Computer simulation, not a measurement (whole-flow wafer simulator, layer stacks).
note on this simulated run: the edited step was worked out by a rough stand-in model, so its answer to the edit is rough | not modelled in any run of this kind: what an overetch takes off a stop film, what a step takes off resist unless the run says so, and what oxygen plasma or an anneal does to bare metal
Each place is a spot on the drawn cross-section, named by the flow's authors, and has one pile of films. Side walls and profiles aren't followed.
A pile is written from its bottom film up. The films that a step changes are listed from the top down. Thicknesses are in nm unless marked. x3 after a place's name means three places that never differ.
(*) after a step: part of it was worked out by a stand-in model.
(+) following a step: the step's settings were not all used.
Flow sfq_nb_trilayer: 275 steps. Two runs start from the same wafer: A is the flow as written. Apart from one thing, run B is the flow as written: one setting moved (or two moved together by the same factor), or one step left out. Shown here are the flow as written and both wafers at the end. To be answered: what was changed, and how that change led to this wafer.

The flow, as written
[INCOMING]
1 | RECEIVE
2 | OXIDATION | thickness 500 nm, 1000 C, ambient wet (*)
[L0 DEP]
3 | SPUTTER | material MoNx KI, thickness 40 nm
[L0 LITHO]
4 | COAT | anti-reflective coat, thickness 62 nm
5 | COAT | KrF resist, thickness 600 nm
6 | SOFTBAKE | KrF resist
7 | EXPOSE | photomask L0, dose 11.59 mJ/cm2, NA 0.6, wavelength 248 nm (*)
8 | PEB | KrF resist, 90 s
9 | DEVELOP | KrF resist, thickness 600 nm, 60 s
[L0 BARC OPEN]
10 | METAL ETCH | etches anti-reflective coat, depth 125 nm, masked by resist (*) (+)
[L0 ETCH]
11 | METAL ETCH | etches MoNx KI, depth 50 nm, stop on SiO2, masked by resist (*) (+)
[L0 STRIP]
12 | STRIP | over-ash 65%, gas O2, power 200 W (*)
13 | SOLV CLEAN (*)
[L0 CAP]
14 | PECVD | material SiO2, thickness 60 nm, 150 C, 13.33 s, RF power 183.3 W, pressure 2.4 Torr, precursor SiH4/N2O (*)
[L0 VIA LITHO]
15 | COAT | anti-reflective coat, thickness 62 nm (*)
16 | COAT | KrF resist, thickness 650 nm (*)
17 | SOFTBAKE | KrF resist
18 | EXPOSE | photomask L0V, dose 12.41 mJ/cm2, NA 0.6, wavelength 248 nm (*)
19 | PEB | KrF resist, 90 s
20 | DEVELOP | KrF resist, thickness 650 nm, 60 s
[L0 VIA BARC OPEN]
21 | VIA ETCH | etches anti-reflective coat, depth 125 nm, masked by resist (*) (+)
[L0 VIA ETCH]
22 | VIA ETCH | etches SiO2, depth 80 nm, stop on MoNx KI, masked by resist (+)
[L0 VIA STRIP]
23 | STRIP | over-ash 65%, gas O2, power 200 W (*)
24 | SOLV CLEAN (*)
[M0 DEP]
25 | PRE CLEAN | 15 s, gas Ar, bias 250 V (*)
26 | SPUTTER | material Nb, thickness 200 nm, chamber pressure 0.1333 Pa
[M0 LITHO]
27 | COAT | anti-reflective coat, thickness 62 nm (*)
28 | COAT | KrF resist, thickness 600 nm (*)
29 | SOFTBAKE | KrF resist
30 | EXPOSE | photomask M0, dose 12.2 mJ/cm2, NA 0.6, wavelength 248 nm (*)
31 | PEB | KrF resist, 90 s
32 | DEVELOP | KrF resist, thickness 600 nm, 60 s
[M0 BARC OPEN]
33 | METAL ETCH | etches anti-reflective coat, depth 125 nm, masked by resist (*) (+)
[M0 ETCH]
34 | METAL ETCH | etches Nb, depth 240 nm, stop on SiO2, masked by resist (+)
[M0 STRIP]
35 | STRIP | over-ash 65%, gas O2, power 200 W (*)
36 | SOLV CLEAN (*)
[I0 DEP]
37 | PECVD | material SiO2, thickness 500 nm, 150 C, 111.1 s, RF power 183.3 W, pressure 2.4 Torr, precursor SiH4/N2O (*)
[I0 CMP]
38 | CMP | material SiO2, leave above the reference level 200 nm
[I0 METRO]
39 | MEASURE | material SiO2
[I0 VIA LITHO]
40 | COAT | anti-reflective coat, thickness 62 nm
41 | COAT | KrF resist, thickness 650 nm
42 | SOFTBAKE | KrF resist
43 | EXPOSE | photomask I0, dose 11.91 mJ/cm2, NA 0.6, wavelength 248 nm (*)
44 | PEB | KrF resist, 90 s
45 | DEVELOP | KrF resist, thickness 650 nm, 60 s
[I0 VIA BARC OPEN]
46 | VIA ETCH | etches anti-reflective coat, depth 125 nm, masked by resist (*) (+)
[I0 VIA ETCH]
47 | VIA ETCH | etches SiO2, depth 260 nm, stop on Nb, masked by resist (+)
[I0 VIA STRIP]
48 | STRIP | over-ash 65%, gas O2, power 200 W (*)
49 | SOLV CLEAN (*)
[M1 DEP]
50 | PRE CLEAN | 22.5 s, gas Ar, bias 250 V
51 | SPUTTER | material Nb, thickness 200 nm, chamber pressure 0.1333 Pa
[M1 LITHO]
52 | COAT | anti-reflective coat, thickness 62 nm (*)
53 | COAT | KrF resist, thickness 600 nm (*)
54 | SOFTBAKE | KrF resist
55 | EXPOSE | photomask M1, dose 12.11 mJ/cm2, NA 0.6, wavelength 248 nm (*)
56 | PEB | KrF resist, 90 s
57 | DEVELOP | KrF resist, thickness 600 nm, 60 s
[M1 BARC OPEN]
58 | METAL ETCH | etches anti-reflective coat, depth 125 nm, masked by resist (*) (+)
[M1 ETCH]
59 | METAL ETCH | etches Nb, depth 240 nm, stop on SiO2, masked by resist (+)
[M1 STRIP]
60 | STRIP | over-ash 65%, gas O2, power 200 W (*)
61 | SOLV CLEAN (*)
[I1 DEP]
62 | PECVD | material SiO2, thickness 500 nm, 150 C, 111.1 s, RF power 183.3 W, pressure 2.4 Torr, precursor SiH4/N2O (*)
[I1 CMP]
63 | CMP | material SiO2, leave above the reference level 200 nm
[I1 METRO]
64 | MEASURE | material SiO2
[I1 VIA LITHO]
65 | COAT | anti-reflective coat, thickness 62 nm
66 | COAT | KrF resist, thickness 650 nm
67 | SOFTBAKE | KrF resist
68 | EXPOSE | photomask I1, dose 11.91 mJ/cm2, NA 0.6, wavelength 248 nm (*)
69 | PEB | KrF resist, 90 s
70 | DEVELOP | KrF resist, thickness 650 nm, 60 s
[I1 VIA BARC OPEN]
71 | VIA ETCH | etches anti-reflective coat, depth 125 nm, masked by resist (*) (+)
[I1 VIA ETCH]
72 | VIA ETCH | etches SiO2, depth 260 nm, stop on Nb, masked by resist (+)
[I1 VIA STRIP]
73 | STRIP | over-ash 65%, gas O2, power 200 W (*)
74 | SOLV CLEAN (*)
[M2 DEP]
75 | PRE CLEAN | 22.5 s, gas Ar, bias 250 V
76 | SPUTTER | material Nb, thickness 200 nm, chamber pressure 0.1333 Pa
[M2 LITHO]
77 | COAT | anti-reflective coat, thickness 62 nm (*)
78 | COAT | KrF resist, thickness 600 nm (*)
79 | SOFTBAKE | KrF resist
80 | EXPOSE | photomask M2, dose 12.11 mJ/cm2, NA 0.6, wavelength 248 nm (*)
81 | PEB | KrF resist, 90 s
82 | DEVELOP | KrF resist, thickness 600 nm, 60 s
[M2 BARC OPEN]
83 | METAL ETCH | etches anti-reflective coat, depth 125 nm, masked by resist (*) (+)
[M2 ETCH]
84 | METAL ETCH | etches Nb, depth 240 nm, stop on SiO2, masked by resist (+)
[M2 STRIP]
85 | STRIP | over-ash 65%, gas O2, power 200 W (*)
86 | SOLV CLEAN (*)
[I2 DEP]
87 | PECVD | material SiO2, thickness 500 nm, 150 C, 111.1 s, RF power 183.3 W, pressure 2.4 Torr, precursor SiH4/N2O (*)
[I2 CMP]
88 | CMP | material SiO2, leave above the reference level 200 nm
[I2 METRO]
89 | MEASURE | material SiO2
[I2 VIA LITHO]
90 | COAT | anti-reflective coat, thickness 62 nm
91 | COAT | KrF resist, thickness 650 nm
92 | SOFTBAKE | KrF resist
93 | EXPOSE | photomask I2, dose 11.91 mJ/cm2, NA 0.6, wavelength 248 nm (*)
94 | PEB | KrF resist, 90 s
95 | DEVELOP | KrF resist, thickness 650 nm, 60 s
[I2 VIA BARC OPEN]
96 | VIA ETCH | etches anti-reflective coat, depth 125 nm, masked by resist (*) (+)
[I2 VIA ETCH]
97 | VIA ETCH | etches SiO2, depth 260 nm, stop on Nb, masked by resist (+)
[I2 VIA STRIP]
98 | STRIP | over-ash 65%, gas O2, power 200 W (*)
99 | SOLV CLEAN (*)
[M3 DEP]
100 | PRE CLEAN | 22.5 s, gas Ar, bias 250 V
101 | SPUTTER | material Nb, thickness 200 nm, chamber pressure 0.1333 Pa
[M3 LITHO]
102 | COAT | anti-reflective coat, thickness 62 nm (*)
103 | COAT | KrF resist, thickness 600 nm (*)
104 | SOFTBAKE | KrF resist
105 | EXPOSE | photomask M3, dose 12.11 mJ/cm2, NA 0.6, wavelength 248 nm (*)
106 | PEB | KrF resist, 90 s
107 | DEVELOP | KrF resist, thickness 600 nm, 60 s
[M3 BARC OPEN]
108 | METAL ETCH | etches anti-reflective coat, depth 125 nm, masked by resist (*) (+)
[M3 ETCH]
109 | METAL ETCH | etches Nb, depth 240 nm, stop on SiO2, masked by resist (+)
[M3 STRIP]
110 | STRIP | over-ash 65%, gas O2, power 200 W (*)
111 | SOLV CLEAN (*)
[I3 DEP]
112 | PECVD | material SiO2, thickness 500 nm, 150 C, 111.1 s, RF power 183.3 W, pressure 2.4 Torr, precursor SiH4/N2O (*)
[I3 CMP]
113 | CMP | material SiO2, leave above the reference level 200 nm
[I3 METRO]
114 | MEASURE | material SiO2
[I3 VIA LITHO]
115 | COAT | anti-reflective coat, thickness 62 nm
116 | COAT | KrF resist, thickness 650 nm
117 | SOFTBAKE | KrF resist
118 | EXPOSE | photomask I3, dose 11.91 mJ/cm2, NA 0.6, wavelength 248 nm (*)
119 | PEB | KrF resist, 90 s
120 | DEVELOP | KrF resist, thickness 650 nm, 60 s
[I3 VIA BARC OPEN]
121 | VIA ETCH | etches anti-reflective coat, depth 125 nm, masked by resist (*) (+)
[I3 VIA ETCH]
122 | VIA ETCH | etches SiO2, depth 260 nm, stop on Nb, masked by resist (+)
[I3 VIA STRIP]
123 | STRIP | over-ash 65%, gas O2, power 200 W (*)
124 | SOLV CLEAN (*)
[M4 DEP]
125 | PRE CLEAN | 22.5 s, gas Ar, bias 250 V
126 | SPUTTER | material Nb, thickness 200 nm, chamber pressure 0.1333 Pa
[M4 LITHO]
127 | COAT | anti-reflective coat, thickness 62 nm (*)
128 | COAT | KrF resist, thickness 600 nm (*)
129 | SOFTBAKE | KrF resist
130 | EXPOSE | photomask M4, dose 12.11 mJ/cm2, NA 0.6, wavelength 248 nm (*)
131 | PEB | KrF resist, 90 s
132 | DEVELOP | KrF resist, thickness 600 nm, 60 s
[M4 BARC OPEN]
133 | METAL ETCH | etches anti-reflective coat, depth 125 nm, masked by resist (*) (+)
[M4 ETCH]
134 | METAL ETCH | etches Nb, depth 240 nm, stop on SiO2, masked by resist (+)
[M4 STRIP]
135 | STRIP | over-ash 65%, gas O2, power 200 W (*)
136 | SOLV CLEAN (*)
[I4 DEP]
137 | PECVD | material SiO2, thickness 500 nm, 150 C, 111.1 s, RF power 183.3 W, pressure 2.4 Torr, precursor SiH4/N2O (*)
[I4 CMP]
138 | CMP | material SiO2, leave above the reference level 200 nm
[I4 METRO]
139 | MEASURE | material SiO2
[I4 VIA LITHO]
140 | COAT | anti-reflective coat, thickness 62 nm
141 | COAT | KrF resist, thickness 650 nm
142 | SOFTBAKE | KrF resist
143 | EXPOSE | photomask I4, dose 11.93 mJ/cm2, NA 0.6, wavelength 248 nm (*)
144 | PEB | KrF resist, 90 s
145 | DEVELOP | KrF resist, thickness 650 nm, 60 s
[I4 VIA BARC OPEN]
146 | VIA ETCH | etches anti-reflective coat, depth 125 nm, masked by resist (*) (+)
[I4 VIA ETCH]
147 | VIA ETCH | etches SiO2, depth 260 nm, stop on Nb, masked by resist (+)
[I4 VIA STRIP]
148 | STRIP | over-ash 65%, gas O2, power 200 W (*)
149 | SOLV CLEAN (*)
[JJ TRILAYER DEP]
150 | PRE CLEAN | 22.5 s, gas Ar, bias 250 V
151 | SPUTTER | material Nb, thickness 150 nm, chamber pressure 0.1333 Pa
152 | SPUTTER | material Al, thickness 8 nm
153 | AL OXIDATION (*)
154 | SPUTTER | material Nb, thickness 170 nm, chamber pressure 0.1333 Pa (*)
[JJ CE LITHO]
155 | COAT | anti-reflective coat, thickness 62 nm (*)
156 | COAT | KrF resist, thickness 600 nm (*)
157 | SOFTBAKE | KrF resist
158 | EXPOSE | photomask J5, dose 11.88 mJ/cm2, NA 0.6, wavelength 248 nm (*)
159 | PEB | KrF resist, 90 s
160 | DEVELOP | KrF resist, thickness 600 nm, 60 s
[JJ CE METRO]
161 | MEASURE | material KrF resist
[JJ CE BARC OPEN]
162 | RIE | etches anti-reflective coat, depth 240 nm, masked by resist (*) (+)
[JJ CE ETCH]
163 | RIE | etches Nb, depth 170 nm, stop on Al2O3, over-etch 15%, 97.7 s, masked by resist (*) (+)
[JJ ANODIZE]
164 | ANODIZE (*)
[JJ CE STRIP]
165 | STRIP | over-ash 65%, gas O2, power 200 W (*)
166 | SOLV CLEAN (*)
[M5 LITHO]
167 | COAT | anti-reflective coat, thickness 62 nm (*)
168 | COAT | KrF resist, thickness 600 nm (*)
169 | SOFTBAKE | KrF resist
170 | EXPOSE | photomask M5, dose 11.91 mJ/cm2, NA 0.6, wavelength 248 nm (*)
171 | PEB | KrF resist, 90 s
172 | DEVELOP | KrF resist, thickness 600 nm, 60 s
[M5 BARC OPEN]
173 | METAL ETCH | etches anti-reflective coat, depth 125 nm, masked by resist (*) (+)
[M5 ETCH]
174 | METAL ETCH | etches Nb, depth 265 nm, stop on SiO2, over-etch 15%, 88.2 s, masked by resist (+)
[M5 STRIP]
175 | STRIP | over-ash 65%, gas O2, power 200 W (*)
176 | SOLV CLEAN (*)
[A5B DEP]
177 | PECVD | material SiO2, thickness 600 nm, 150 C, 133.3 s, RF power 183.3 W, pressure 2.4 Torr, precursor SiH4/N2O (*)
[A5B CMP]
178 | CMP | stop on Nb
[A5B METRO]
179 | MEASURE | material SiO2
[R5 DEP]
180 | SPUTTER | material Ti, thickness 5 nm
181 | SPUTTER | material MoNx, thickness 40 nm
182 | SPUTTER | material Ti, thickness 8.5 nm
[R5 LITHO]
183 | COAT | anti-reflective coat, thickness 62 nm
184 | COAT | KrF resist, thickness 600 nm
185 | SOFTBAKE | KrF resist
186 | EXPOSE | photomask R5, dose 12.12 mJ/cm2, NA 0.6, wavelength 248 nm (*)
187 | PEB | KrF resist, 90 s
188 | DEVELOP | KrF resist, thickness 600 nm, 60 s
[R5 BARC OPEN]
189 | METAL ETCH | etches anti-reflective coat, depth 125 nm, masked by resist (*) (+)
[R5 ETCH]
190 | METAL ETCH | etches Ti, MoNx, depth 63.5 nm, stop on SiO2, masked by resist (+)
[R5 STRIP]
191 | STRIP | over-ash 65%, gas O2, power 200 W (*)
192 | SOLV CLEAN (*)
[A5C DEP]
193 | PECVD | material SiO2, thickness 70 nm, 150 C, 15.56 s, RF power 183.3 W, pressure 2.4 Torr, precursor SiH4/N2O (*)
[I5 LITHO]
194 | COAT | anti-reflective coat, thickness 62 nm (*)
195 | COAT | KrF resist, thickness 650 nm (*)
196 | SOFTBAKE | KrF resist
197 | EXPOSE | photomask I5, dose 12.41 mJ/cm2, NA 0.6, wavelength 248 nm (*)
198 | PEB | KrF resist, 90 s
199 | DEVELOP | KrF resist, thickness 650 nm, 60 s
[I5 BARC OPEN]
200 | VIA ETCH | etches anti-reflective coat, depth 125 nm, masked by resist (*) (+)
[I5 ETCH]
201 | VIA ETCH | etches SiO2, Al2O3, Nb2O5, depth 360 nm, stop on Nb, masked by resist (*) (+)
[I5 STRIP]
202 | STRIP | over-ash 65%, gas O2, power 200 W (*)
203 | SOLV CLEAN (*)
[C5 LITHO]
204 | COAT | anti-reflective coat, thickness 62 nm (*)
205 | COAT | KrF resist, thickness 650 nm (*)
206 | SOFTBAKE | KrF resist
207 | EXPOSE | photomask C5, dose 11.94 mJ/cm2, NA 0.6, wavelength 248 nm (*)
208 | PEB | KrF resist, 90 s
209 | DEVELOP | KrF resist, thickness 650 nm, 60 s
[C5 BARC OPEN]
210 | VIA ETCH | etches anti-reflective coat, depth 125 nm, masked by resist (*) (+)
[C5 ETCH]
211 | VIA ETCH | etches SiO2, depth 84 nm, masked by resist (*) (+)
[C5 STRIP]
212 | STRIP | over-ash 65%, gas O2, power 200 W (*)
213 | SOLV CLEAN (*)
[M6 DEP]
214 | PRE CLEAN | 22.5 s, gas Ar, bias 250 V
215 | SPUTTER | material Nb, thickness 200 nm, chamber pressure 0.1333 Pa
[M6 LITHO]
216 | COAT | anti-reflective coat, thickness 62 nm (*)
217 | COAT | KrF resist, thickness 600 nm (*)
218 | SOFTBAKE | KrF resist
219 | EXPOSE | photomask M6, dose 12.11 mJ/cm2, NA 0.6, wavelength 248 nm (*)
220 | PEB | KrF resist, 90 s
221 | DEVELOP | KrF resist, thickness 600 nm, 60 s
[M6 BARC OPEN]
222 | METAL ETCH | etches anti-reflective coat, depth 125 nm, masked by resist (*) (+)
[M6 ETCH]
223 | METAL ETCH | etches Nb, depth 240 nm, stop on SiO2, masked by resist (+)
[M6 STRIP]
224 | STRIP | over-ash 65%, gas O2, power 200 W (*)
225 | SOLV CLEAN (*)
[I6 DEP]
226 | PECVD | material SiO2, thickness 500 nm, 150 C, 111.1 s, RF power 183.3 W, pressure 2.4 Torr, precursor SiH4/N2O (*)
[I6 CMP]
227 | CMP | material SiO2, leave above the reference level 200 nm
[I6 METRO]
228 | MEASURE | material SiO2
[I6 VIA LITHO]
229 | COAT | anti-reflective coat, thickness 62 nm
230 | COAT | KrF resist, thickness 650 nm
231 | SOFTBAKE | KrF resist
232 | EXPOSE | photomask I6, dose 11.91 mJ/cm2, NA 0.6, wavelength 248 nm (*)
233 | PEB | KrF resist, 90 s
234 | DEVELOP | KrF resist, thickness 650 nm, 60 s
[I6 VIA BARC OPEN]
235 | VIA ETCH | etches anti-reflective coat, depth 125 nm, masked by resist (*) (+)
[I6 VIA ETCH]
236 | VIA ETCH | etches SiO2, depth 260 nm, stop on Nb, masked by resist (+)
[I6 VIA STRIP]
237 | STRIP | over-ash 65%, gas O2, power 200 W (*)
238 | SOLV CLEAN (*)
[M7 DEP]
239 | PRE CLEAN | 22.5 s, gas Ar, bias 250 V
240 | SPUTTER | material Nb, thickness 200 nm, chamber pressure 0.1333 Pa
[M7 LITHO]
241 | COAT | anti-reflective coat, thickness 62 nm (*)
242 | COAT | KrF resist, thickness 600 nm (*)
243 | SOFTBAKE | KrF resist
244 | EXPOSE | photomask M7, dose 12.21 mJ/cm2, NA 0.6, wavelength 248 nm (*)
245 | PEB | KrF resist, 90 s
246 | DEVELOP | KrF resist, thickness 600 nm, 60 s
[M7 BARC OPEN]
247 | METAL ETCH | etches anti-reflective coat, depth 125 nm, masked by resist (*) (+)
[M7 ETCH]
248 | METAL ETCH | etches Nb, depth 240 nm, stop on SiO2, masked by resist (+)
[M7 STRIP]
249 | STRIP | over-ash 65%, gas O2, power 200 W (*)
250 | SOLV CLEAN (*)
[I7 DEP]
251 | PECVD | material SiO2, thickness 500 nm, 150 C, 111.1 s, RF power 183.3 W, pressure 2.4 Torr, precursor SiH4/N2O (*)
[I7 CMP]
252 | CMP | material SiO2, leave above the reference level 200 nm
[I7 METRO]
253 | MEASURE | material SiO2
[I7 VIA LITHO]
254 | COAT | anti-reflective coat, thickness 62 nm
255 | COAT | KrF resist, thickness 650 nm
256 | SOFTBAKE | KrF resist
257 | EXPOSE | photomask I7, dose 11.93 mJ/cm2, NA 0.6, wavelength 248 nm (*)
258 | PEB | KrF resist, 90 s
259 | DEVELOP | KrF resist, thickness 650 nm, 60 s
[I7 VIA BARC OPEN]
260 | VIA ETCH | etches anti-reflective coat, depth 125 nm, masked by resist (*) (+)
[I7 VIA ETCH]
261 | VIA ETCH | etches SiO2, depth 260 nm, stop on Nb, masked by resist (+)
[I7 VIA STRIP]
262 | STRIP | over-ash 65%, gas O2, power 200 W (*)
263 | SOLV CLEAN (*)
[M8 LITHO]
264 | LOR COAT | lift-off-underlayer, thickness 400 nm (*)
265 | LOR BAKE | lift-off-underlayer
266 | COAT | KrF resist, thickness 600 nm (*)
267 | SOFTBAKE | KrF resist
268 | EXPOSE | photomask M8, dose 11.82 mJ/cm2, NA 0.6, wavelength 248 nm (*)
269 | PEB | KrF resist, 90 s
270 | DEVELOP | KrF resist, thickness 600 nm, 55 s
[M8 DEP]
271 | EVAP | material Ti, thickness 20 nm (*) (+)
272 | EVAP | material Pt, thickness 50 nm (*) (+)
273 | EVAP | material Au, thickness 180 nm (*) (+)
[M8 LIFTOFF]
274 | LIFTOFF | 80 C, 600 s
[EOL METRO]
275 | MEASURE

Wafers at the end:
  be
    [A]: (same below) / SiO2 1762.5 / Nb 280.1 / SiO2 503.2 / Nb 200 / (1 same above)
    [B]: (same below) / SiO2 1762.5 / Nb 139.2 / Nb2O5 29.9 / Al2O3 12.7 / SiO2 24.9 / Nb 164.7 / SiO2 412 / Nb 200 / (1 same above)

The reason: step 201, VIA ETCH: depth 184 nm was run, whereas the flow has depth 360 nm.

How this came from the change, step by step:
  201 | VIA ETCH | etches SiO2, Al2O3, Nb2O5, depth 360 nm, stop on Nb, masked by resist (*) (+)
      be: A SiO2 loses 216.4 (all of it), Al2O3 loses 12.7 (all of it), Nb2O5 loses 29.9 (all of it) | B SiO2 loses 184
      field_l, v_sur, via_wl and 102 more: A KrF resist loses 240 | B KrF resist loses 122.7
  202 | STRIP | over-ash 65%, gas O2, power 200 W (*)
      p4_fl, p4_fm, p4_w1 and 44 more: A KrF resist loses 333.1 (all of it), anti-reflective coat loses 62 (all of it) | B KrF resist loses 450.5 (all of it), anti-reflective coat loses 62 (all of it)
      wl_b_sl, wl_b_m5, wl_b_sr, wl_c_sl, wl_f_sl, wl_f_m6, wl_f_sr, wl_g_sl: A KrF resist loses 333 (all of it), anti-reflective coat loses 62 (all of it) | B KrF resist loses 450.3 (all of it), anti-reflective coat loses 62 (all of it)
      (also at 50 further places)
  204 | COAT | anti-reflective coat, thickness 62 nm (*)
      wire: A anti-reflective coat gains 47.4 (new film) | B anti-reflective coat gains 49.6 (new film)
      be: A anti-reflective coat gains 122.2 (new film) | B anti-reflective coat gains 111.1 (new film)
      (also at 1 further place)
  205 | COAT | KrF resist, thickness 650 nm (*)
      be: A KrF resist gains 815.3 (new film) | B KrF resist gains 761.7 (new film)
  212 | STRIP | over-ash 65%, gas O2, power 200 W (*)
      wire: A KrF resist loses 555.8 (all of it), anti-reflective coat loses 47.4 (all of it) | B KrF resist loses 560 (all of it), anti-reflective coat loses 49.6 (all of it)
      be: A KrF resist loses 728.2 (all of it), anti-reflective coat loses 122.2 (all of it) | B KrF resist loses 674.5 (all of it), anti-reflective coat loses 111.1 (all of it)
      (also at 1 further place)
  214 | PRE CLEAN | 22.5 s, gas Ar, bias 250 V
      be: A Nb loses 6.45 | B SiO2 loses 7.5
  215 | SPUTTER | material Nb, thickness 200 nm, chamber pressure 0.1333 Pa
      be: A Nb gains 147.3 | B Nb gains 164.7 (new film)
  216 | COAT | anti-reflective coat, thickness 62 nm (*)
      wire: A anti-reflective coat gains 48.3 (new film) | B anti-reflective coat gains 50.7 (new film)
      be: A anti-reflective coat gains 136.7 (new film) | B anti-reflective coat gains 122.2 (new film)
      (also at 1 further place)
  217 | COAT | KrF resist, thickness 600 nm (*)
      be: A KrF resist gains 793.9 (new film) | B KrF resist gains 730.2 (new film)
  224 | STRIP | over-ash 65%, gas O2, power 200 W (*)
      wire: A KrF resist loses 369.8 (all of it), anti-reflective coat loses 48.3 (all of it) | B KrF resist loses 375.3 (all of it), anti-reflective coat loses 50.7 (all of it)
      be: A KrF resist loses 575.8 (all of it), anti-reflective coat loses 136.7 (all of it) | B KrF resist loses 512.2 (all of it), anti-reflective coat loses 122.2 (all of it)
      (also at 1 further place)
  226 | PECVD | material SiO2, thickness 500 nm, 150 C, 111.1 s, RF power 183.3 W, pressure 2.4 Torr, precursor SiH4/N2O (*)
      be: A SiO2 gains 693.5 (new film) | B SiO2 gains 602.3 (new film)
With metal films that touch counted as one body, be has 4 bodies (between them, from the top down: SiO2 412; SiO2 24.9 / Al2O3 12.7 / Nb2O5 29.9; SiO2 1762.5); the flow as written gives 3 bodies (between them, from the top down: SiO2 503.2; SiO2 1762.5).
